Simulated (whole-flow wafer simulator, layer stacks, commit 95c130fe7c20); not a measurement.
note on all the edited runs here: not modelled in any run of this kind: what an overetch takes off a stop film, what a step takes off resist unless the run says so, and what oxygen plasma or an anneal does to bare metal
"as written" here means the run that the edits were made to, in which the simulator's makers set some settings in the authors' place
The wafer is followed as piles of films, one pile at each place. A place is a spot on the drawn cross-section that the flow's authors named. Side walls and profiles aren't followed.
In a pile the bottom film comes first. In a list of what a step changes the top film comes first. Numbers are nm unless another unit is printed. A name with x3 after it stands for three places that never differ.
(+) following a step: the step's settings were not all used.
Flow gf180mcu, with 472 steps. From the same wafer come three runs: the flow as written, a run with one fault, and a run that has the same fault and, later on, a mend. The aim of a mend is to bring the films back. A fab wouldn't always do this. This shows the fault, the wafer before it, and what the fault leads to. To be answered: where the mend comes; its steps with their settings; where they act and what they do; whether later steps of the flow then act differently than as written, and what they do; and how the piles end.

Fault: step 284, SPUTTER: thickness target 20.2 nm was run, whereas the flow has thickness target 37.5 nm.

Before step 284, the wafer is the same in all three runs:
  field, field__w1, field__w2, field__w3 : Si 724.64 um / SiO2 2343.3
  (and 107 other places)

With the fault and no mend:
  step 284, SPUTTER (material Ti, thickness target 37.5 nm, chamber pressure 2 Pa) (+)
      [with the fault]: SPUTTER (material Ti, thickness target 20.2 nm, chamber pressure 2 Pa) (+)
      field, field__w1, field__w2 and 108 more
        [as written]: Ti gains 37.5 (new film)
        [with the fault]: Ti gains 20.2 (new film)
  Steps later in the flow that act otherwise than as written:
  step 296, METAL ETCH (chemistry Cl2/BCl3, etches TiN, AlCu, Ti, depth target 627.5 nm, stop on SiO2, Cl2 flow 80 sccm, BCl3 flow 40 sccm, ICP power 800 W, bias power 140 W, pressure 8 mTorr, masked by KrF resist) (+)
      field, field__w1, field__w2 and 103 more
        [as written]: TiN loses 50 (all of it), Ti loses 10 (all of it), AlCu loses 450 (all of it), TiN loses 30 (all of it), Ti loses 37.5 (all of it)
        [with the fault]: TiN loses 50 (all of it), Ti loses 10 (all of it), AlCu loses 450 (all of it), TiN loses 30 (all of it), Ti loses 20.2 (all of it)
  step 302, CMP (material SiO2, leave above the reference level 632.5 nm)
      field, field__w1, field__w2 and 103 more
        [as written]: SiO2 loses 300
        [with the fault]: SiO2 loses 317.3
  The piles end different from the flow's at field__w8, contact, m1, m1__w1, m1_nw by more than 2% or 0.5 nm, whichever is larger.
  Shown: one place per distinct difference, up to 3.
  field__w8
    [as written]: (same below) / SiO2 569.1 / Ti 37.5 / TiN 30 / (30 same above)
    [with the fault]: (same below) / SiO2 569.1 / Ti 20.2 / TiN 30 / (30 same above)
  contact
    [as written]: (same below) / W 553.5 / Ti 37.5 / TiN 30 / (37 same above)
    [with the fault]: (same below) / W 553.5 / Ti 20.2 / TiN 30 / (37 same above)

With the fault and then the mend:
  The mend stands after step 284.
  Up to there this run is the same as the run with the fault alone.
  step 284a, SPUTTER (material Ti, thickness target 17.3 nm, chamber pressure 2 Pa) (+) (the flow's step 284 again, with other settings)
      field, field__w1, field__w2 and 108 more
        Ti gains 17.3
  Every later step of the flow that is run acts as written at every place that is followed.
  At every place that both follow, the piles at the end match the flow's.
